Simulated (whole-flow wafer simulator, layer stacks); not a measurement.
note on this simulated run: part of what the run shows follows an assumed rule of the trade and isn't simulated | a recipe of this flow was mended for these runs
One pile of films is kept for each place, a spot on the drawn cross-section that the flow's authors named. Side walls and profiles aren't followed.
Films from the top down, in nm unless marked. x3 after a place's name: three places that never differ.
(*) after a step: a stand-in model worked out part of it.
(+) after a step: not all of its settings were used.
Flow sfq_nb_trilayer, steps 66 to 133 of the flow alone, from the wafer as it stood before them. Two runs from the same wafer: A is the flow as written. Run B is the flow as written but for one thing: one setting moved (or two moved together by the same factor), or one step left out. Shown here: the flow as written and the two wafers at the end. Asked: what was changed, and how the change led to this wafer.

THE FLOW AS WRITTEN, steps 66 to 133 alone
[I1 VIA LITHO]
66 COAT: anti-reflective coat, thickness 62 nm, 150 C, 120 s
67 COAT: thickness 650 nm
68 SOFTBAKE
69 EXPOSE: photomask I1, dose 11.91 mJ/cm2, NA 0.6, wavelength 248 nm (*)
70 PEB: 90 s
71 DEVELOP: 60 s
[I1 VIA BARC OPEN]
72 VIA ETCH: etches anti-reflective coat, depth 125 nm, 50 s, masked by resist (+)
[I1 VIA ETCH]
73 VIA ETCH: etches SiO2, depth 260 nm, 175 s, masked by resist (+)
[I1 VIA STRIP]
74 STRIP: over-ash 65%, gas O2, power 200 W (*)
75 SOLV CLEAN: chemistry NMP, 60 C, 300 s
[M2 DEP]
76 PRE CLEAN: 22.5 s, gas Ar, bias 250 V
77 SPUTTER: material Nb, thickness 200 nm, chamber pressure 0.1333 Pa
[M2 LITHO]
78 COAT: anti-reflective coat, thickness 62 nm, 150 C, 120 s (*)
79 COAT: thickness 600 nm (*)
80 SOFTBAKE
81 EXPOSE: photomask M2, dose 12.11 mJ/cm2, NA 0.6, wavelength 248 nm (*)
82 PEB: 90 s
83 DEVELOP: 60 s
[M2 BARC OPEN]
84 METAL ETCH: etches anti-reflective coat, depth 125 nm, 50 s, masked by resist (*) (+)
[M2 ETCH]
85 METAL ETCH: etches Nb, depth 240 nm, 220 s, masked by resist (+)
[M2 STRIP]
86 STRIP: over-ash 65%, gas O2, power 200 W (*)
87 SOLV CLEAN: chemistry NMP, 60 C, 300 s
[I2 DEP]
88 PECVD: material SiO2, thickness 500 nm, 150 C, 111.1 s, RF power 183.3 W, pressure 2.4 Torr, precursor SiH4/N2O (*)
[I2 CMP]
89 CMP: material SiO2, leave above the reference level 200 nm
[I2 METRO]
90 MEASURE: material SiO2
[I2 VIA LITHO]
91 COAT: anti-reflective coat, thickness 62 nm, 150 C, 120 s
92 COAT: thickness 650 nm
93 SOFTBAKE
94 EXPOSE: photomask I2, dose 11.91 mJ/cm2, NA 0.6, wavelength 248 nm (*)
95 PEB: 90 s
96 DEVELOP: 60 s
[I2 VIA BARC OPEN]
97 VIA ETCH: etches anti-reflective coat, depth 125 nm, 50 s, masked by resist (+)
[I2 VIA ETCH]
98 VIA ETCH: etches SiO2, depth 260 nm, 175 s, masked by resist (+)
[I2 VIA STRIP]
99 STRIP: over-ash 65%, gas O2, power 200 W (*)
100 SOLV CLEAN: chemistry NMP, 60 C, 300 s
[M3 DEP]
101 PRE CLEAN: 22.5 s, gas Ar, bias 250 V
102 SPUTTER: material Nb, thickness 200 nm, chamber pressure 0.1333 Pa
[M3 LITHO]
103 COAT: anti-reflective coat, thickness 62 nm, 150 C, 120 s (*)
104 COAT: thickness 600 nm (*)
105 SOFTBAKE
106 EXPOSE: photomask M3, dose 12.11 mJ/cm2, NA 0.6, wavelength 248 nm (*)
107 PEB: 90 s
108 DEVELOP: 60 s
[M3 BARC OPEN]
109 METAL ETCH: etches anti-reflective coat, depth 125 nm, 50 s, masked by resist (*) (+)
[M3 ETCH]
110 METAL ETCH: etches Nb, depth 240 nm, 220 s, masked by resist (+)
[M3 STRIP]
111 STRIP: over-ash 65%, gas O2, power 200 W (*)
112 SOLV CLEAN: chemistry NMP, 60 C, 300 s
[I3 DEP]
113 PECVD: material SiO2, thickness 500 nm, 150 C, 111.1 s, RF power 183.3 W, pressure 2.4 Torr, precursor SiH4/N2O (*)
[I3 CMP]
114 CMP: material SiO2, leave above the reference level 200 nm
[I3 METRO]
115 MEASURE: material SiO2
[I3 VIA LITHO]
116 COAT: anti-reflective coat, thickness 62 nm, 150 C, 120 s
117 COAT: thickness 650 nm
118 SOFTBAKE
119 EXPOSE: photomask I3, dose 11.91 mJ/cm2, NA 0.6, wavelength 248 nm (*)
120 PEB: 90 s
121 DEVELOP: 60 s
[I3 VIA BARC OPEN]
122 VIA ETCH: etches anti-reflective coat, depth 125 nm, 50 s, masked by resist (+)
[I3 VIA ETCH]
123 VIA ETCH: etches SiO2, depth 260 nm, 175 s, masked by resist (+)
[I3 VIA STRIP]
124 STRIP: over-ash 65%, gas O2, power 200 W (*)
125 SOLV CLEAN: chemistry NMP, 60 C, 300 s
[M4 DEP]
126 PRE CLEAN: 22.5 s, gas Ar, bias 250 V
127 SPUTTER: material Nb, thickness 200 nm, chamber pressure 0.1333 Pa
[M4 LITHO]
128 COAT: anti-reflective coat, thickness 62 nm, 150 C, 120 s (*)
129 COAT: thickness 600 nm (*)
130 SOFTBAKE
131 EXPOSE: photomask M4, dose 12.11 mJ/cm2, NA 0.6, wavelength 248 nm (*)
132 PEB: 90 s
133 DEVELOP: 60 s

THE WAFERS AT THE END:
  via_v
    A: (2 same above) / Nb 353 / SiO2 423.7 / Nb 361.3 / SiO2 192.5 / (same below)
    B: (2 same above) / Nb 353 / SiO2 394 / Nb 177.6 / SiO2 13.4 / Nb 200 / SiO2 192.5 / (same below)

The cause: step 69, EXPOSE: dose 4.988 mJ/cm2 was run, where the flow has dose 11.91 mJ/cm2.

How the change led to this, step by step:
  71 DEVELOP: 60 s
      via_v: A KrF-resist-other-grade -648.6 (all of it) | B KrF-resist-other-grade -598.6
  72 VIA ETCH: etches anti-reflective coat, depth 125 nm, 50 s, masked by resist (+)
      via_v: A anti-reflective coat -62 (all of it), SiO2 -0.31 | B KrF-resist-other-grade -50 (all of it), anti-reflective coat -35
  73 VIA ETCH: etches SiO2, depth 260 nm, 175 s, masked by resist (+)
      via_v: A SiO2 -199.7 (all of it), Nb -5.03 | B anti-reflective coat -27 (all of it), SiO2 -179.1
  76 PRE CLEAN: 22.5 s, gas Ar, bias 250 V
      via_v: A Nb -6.45 | B SiO2 -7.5
  77 SPUTTER: material Nb, thickness 200 nm, chamber pressure 0.1333 Pa
      via_v: A Nb +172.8 | B Nb +177.6 (new film)
  78 COAT: anti-reflective coat, thickness 62 nm, 150 C, 120 s (*)
      via_v: A anti-reflective coat +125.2 (new film) | B anti-reflective coat +120.9 (new film)
  79 COAT: thickness 600 nm (*)
      via_v: A KrF-resist-other-grade +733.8 (new film) | B KrF-resist-other-grade +712.6 (new film)
  86 STRIP: over-ash 65%, gas O2, power 200 W (*)
      via_v: A KrF-resist-other-grade -498 (all of it), anti-reflective coat -125.2 (all of it) | B KrF-resist-other-grade -477 (all of it), anti-reflective coat -120.9 (all of it)
  88 PECVD: material SiO2, thickness 500 nm, 150 C, 111.1 s, RF power 183.3 W, pressure 2.4 Torr, precursor SiH4/N2O (*)
      via_v: A SiO2 +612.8 (new film) | B SiO2 +585.6 (new film)
Counting metal films that touch as one body, via_v has 4 bodies (between them, from the top down: SiO2 394; SiO2 13.4; SiO2 192.5); the flow as written gives 3 bodies (between them, from the top down: SiO2 423.7; SiO2 192.5).
